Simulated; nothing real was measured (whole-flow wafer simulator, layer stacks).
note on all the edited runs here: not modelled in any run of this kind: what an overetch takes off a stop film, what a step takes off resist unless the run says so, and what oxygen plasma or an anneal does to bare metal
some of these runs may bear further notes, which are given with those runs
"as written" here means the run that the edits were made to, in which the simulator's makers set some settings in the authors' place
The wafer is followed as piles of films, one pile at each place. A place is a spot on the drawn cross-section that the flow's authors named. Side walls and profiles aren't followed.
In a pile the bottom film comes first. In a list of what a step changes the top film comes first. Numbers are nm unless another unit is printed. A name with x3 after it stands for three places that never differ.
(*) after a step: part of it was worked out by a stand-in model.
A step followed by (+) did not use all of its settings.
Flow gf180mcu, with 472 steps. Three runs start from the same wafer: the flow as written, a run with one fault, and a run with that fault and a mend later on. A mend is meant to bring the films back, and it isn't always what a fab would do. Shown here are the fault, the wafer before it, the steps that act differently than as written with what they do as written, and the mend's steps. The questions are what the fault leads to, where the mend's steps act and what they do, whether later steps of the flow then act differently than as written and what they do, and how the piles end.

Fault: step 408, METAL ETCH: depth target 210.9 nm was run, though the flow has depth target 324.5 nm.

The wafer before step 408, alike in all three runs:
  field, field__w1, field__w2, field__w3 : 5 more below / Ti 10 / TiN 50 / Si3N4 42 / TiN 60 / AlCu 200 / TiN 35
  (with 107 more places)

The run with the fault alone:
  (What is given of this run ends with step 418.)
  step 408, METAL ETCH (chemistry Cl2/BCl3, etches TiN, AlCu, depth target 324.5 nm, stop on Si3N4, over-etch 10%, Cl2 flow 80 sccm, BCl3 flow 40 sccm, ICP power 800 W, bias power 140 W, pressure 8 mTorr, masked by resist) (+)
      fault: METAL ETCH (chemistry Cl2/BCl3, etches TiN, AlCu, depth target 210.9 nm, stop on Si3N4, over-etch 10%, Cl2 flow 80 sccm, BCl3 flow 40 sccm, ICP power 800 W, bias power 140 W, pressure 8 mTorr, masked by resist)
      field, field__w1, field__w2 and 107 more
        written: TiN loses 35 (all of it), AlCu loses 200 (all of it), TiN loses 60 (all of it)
        fault: TiN loses 35 (all of it), AlCu loses 175.9
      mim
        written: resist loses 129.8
        fault: resist loses 84.4
  Steps later in the flow that act otherwise than as written (1 other step is not shown; it differs only slightly, by no more than 2% or 0.5 nm, whichever is larger):
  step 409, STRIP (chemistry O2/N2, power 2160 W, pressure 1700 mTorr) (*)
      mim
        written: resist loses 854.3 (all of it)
        fault: resist loses 899.8 (all of it)
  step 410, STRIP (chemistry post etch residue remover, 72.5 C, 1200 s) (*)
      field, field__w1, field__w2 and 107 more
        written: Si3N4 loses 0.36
        fault: AlCu loses 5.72
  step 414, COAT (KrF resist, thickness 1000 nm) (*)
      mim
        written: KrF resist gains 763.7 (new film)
        fault: KrF resist gains 824.5 (new film)
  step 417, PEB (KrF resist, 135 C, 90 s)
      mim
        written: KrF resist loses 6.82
        fault: KrF resist loses 7.78
  After step 418, at field, field__w1, field__w2 and 109 more, the piles differ from the flow's by more than 2% or 0.5 nm, whichever is larger.
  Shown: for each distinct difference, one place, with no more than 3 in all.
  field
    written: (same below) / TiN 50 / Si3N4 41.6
    fault: (same below) / TiN 50 / Si3N4 42 / TiN 60 / AlCu 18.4
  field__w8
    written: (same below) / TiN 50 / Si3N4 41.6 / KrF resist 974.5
    fault: (same below) / TiN 50 / Si3N4 42 / TiN 60 / AlCu 18.4 / KrF resist 974.5
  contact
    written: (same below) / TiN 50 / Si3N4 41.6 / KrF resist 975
    fault: (same below) / TiN 50 / Si3N4 42 / TiN 60 / AlCu 18.4 / KrF resist 974.9

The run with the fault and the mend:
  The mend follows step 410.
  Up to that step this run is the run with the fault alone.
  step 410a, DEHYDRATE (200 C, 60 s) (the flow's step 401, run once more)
      does not change any film at any place that is followed
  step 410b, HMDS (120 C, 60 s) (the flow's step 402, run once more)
      does not change any film at any place that is followed
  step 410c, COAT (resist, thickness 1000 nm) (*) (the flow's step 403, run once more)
      field__w8, m1__w1, iso_ptap_pw and 39 more
        resist gains 1000 (new film)
      field_sub__w1, field_sub__w5, n_well, sd_p, gate_p, active_nat, nw_enc_fld_lv, nw_enc_fld_lv__w3
        resist gains 1000.8 (new film)
      p_well, sti, spacer, sd_n, mim_1p0, pad, dice_street
        resist gains 1000.5 (new film)
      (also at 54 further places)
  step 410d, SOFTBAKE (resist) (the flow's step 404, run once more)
      field__w2
        resist gains 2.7
      field__w3
        resist gains 2.84
      field__w5
        resist loses 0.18
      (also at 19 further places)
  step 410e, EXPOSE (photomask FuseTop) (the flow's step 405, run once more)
      does not change any film at any place that is followed
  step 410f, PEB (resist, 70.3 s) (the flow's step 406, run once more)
      field, field__w1, field__w5 and 96 more
        resist loses 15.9
      field__w2, field__w3, field__w12, pplus_u, ppoly_sal, nw_enc_fld_lv__w4
        resist loses 16
      field__w7, ppoly_u, npoly_sal
        resist loses 16.1
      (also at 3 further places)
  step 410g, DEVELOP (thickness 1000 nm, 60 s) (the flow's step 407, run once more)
      field__w8, m1__w1, iso_ptap_pw and 39 more
        resist loses 984.1 (all of it)
      field_sub__w1, field_sub__w5, n_well, sd_p, gate_p, m1, nw_enc_fld_lv, nw_enc_fld_lv__w3
        resist loses 984.9 (all of it)
      p_well, sti, spacer, sd_n, mim_1p0, pad, dice_street
        resist loses 984.6 (all of it)
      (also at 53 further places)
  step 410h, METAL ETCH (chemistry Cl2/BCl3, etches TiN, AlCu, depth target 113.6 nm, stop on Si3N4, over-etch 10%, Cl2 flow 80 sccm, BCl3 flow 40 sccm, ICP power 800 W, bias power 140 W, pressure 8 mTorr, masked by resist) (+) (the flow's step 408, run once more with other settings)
      field, field__w1, field__w2 and 107 more
        AlCu loses 18.4 (all of it), TiN loses 60 (all of it)
      mim
        resist loses 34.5
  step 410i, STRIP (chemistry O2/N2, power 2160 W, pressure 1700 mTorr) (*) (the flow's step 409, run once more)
      mim
        resist loses 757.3 (all of it)
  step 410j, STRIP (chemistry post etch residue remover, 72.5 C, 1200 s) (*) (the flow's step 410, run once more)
      field, field__w1, field__w2 and 107 more
        Si3N4 loses 0.36
      mim
        TiN loses 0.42
  None of the later steps of the flow differs from how it acts as written, at any place that is followed, by more than 2% or 0.5 nm, whichever is larger.
  The piles end only slightly different from the flow's at the places that both follow, by no more than 2% or 0.5 nm, whichever is larger.
